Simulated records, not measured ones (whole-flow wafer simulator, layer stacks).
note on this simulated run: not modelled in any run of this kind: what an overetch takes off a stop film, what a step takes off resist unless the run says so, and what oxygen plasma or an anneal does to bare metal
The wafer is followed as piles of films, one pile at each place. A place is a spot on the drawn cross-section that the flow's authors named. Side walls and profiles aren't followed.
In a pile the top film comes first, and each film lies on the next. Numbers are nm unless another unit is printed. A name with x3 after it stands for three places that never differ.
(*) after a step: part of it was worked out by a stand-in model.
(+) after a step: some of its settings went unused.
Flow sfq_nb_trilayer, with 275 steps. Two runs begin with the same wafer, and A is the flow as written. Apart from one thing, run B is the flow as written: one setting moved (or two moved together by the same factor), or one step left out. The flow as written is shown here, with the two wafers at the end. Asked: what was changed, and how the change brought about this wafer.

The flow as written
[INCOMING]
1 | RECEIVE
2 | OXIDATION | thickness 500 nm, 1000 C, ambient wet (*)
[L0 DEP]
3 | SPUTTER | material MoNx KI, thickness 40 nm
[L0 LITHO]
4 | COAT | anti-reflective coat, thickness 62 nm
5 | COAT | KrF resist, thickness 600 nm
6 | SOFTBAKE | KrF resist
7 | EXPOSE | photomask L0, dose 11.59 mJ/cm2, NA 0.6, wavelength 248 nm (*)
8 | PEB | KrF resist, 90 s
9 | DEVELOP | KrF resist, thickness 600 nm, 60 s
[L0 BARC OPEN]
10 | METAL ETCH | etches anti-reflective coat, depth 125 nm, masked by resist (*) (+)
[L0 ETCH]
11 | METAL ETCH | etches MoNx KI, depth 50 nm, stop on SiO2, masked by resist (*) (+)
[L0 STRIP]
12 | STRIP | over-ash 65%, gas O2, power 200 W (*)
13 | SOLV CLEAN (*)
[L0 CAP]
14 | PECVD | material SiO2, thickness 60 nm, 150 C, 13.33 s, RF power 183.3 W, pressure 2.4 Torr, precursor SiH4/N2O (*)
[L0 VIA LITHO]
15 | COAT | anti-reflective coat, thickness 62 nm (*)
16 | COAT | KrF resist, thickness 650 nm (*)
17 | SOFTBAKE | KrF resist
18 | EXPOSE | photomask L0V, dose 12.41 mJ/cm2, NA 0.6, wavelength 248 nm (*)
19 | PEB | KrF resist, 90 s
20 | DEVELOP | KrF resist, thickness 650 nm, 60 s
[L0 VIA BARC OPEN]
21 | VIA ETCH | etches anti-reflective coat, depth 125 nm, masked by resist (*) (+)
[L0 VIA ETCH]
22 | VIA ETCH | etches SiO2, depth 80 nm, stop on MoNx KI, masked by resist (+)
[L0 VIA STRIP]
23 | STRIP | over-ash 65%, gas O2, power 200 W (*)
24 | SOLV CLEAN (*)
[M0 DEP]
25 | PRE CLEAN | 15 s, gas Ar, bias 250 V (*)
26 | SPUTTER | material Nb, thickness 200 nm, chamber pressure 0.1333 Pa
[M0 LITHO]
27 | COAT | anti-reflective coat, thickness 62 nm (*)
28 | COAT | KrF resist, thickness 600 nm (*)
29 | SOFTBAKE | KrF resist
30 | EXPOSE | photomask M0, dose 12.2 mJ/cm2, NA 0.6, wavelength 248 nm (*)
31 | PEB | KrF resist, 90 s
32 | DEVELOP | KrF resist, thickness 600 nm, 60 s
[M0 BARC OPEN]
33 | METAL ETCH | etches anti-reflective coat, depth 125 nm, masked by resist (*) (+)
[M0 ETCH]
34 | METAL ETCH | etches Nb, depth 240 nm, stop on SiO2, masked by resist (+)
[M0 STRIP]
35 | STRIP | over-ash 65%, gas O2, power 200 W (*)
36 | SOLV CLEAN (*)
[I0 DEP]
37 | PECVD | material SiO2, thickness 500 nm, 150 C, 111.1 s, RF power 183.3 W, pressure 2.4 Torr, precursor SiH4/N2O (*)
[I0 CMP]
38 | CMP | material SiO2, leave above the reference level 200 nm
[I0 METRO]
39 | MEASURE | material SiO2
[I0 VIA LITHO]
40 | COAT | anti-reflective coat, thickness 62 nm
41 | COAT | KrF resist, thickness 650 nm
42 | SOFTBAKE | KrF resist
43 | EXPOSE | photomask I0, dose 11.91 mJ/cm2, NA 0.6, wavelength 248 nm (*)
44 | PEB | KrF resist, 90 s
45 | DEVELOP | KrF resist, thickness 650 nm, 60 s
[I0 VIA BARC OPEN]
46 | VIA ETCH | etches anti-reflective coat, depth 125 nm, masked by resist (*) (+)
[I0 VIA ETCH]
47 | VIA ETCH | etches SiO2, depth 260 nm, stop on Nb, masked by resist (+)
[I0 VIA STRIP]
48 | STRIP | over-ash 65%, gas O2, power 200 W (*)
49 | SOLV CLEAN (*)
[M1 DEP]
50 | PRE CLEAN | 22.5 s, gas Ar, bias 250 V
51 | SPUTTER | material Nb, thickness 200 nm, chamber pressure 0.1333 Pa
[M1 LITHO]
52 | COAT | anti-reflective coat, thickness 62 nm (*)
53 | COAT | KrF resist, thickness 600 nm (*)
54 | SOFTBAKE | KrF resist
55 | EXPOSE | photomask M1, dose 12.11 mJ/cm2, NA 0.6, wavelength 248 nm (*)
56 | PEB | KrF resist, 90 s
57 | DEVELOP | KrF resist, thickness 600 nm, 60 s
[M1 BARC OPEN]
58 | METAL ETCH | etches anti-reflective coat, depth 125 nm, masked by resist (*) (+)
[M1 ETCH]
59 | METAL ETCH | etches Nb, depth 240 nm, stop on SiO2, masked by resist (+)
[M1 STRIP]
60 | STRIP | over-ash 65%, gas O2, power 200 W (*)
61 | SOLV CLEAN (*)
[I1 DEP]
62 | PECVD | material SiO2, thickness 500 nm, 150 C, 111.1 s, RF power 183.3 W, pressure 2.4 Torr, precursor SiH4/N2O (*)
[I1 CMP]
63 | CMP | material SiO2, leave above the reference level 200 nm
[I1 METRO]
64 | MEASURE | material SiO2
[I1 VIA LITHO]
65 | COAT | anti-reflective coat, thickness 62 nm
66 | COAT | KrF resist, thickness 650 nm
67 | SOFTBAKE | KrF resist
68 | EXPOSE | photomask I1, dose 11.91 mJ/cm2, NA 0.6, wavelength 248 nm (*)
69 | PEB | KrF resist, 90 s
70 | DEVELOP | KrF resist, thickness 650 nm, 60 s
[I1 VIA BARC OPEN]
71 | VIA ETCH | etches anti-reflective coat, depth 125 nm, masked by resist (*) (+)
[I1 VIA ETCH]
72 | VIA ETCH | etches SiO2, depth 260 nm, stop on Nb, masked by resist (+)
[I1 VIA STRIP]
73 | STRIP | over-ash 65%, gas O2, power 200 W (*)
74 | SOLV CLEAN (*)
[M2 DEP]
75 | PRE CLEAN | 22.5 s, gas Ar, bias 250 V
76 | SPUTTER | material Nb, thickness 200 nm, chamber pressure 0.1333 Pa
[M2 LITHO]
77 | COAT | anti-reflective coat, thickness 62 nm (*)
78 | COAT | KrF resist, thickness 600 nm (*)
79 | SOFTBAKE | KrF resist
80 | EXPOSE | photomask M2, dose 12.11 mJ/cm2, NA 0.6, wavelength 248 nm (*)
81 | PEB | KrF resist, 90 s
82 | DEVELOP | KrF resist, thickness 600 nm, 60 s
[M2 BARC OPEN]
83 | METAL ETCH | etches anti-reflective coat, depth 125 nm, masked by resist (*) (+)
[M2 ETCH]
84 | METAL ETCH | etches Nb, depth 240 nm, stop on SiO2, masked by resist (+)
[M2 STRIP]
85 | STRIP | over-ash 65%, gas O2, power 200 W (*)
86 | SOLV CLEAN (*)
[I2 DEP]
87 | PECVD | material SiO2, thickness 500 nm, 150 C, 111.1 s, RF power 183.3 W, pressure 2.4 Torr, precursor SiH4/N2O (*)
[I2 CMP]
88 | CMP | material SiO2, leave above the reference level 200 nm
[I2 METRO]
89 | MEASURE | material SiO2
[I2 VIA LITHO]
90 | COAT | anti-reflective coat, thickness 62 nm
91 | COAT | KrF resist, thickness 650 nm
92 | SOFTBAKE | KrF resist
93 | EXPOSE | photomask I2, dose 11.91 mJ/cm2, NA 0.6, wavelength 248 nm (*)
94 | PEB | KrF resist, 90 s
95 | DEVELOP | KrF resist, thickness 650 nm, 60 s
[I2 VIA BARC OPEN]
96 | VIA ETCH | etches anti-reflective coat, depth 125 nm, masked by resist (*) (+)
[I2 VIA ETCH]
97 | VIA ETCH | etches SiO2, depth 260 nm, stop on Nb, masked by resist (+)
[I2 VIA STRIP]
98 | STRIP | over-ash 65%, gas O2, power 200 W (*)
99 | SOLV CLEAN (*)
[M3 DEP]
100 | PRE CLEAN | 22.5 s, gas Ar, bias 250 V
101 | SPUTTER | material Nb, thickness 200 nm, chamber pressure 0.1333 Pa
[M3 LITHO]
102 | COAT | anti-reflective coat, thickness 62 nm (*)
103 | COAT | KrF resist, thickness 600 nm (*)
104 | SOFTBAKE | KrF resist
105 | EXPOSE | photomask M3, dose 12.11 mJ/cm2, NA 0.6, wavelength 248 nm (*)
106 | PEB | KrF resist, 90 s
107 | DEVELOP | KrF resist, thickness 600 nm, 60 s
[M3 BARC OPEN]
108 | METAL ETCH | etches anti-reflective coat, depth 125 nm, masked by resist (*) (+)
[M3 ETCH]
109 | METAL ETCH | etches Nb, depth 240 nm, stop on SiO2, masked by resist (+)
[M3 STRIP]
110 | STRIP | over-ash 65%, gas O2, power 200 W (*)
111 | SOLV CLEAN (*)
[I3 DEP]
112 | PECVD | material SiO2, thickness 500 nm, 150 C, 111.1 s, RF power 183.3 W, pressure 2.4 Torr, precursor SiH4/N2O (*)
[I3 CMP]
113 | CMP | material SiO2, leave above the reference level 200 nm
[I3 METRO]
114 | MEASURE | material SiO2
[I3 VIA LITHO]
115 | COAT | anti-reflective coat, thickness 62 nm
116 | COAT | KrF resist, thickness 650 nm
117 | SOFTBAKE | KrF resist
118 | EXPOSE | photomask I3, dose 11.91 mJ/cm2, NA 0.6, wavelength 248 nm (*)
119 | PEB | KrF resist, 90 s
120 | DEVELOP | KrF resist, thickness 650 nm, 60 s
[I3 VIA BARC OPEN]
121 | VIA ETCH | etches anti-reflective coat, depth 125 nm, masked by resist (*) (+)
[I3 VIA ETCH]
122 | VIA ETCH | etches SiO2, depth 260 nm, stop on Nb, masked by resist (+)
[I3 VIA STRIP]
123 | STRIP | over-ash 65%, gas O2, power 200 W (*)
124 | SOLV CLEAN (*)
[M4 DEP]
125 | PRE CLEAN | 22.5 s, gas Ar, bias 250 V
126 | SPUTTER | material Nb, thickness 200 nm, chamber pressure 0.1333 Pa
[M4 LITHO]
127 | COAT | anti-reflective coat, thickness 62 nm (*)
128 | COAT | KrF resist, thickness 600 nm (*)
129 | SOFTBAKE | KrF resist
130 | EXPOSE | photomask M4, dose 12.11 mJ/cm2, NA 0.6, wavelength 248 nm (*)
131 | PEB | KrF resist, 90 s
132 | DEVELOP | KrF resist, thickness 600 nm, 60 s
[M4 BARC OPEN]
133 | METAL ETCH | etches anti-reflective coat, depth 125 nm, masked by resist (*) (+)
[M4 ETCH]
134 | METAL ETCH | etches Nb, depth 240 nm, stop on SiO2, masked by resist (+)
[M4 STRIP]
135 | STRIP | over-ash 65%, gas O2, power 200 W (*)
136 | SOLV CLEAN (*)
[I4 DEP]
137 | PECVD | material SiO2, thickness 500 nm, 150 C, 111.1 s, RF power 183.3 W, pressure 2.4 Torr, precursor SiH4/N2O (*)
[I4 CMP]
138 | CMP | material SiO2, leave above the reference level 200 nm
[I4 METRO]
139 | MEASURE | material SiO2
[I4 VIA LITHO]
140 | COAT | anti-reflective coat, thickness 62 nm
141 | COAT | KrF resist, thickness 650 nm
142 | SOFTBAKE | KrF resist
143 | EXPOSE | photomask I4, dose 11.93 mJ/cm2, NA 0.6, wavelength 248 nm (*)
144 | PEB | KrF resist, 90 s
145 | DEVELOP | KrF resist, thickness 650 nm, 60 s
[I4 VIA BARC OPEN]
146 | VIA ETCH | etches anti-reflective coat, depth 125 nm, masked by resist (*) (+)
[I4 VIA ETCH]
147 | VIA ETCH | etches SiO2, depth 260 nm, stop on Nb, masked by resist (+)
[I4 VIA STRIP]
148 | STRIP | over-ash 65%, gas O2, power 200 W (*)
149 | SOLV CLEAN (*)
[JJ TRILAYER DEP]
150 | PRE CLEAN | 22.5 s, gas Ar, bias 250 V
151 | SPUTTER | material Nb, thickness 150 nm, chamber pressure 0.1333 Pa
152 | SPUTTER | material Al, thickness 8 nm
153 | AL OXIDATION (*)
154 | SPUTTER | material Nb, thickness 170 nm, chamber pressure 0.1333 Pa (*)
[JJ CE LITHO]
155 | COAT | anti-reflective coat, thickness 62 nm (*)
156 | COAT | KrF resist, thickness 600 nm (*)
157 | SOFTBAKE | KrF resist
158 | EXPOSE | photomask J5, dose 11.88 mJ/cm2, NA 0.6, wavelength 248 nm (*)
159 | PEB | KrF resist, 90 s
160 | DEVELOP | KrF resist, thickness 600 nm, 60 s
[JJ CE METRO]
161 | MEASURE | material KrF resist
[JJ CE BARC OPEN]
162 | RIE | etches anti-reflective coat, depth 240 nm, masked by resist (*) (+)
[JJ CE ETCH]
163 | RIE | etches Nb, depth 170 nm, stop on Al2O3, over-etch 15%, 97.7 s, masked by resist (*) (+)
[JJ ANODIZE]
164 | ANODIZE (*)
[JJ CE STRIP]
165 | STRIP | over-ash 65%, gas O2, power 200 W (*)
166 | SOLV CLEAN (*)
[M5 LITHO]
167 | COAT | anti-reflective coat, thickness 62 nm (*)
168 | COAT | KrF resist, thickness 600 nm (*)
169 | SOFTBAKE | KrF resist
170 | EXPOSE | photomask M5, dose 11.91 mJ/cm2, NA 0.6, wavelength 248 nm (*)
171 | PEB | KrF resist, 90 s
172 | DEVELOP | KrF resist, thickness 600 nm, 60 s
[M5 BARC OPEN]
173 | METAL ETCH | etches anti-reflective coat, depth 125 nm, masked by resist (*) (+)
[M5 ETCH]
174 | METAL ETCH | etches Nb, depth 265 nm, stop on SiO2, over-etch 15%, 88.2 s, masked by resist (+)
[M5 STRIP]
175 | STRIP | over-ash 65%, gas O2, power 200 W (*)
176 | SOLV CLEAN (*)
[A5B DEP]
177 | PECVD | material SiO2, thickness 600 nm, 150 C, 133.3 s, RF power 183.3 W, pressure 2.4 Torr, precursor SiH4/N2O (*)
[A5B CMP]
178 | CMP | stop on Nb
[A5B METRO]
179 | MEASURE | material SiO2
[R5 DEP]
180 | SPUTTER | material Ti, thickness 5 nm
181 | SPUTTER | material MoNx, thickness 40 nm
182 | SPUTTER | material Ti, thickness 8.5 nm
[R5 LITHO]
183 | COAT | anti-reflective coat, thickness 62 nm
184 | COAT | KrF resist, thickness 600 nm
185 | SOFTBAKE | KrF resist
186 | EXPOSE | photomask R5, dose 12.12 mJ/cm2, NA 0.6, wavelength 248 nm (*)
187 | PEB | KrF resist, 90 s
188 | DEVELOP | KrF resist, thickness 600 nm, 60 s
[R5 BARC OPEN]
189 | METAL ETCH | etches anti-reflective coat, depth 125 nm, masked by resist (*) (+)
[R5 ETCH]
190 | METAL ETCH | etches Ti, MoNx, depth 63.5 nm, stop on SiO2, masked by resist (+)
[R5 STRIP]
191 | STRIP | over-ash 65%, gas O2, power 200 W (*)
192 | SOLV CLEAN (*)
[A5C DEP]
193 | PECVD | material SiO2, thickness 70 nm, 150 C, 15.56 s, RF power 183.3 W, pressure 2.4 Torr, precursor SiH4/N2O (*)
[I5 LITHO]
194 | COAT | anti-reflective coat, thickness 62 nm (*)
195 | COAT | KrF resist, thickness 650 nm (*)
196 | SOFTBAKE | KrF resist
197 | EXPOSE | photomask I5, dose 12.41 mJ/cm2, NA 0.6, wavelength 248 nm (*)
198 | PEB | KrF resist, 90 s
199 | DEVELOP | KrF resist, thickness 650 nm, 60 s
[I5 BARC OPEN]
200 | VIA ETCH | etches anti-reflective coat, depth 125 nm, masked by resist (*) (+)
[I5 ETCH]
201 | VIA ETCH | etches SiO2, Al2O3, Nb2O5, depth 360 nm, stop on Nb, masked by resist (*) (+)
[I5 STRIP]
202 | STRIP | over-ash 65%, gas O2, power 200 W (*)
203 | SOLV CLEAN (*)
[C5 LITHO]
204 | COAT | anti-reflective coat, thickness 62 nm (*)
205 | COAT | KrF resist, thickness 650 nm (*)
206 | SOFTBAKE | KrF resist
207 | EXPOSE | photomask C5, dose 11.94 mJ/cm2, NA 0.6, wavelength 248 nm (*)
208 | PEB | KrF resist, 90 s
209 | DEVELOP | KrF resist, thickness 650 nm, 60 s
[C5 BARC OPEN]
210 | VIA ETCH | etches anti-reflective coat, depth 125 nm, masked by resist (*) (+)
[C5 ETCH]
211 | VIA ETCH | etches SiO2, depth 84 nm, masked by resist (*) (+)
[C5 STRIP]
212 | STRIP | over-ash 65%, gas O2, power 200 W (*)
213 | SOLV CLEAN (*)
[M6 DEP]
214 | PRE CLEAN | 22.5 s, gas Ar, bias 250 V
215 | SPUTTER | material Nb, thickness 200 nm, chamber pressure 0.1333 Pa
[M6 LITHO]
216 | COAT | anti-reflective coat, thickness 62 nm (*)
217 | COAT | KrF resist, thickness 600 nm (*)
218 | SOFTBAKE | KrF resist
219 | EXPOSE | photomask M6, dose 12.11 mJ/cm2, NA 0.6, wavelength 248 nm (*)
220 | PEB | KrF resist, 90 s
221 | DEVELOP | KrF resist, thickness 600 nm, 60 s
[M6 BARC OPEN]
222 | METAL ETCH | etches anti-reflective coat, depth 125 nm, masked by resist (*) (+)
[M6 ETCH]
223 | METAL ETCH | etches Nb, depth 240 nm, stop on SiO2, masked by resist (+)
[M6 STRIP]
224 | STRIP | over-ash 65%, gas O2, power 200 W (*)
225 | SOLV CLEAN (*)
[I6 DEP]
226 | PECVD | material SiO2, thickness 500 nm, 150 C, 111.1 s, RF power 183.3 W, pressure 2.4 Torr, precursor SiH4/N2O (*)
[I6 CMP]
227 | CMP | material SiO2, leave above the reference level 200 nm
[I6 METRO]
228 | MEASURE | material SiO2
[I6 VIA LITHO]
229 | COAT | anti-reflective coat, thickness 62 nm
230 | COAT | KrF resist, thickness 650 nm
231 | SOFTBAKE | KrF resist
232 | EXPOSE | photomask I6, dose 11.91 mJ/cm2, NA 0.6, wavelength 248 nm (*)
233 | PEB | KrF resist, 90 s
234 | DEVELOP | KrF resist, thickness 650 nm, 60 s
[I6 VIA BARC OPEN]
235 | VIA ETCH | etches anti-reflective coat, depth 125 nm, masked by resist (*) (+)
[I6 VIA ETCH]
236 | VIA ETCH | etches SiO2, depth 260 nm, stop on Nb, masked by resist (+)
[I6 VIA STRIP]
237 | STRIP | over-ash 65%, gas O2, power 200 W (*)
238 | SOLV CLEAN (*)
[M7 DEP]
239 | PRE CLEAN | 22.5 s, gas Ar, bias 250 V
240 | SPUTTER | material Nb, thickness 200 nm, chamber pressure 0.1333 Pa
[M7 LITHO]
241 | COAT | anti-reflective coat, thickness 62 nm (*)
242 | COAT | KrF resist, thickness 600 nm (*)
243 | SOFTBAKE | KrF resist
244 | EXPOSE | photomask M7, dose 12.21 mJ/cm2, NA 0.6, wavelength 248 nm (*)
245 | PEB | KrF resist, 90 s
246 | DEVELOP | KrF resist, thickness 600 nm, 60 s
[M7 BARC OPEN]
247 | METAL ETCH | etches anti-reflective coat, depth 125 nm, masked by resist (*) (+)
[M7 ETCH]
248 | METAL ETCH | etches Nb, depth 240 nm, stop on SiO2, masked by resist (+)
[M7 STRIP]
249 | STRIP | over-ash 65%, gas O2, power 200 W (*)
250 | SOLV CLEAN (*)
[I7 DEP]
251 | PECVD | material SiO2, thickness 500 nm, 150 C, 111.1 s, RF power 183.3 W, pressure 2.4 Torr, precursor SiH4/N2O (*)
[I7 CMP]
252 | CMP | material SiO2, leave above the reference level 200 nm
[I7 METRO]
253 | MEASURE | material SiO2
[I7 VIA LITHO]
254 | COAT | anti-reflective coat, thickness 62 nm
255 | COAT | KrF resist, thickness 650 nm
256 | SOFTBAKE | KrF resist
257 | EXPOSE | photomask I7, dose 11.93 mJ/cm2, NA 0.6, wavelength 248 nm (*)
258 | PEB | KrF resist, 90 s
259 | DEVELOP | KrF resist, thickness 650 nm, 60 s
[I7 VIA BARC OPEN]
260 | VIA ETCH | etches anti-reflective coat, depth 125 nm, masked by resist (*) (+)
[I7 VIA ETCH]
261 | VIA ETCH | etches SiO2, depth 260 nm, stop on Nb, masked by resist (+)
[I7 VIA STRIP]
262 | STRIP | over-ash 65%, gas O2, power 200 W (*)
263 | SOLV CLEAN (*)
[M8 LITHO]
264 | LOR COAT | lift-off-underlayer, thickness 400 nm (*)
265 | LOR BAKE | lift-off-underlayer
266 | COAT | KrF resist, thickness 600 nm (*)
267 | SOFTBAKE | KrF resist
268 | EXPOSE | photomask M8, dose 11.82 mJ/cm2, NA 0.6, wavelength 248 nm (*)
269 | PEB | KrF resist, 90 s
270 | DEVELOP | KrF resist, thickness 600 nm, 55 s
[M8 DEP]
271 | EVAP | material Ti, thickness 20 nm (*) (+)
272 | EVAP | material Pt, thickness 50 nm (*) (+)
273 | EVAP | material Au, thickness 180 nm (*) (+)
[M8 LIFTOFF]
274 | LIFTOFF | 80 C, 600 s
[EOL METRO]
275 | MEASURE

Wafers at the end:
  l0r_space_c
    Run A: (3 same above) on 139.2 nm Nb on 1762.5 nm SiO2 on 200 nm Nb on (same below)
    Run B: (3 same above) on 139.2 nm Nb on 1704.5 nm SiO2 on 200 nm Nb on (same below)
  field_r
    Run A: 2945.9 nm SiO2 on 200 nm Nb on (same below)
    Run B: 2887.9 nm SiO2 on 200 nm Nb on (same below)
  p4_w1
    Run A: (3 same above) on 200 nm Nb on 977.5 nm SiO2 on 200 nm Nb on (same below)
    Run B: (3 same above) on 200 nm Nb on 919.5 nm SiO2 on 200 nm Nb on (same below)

The reason: step 76, SPUTTER: thickness 142 nm was run, whereas the flow has thickness 200 nm.

The path from the change to this, step by step:
  76 | SPUTTER | material Nb, thickness 200 nm, chamber pressure 0.1333 Pa
      field_l, v_sur, via_wl and 102 more: A Nb gains 200 (new film) | B Nb gains 142 (new film)
      via_v: A Nb gains 174.5 | B Nb gains 124.6
  77 | COAT | anti-reflective coat, thickness 62 nm (*)
      via_v: A anti-reflective coat gains 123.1 (new film) | B anti-reflective coat gains 120.5 (new film)
  84 | METAL ETCH | etches Nb, depth 240 nm, stop on SiO2, masked by resist (+)
      field_l, be, be_sur and 81 more: A Nb loses 200 (all of it) | B Nb loses 142 (all of it)
      v_sur, via_wl, via_w and 19 more: A KrF resist loses 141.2 | B KrF resist loses 125.3
  85 | STRIP | over-ash 65%, gas O2, power 200 W (*)
      wl_j_sl, wl_jj, wl_j_sr and 12 more: A KrF resist loses 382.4 (all of it), anti-reflective coat loses 62 (all of it) | B KrF resist loses 398.3 (all of it), anti-reflective coat loses 62 (all of it)
      v_sur: A KrF resist loses 380 (all of it), anti-reflective coat loses 61.4 (all of it) | B KrF resist loses 396 (all of it), anti-reflective coat loses 61.4 (all of it)
      (also at 6 further places)
  87 | PECVD | material SiO2, thickness 500 nm, 150 C, 111.1 s, RF power 183.3 W, pressure 2.4 Torr, precursor SiH4/N2O (*)
      via_v: A SiO2 gains 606 (new film) | B SiO2 gains 591.7 (new film)
  88 | CMP | material SiO2, leave above the reference level 200 nm
      field_l, be, be_sur and 81 more: A SiO2 loses 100 | B SiO2 loses 158
      via_v: A SiO2 loses 181.6 | B SiO2 loses 175.3
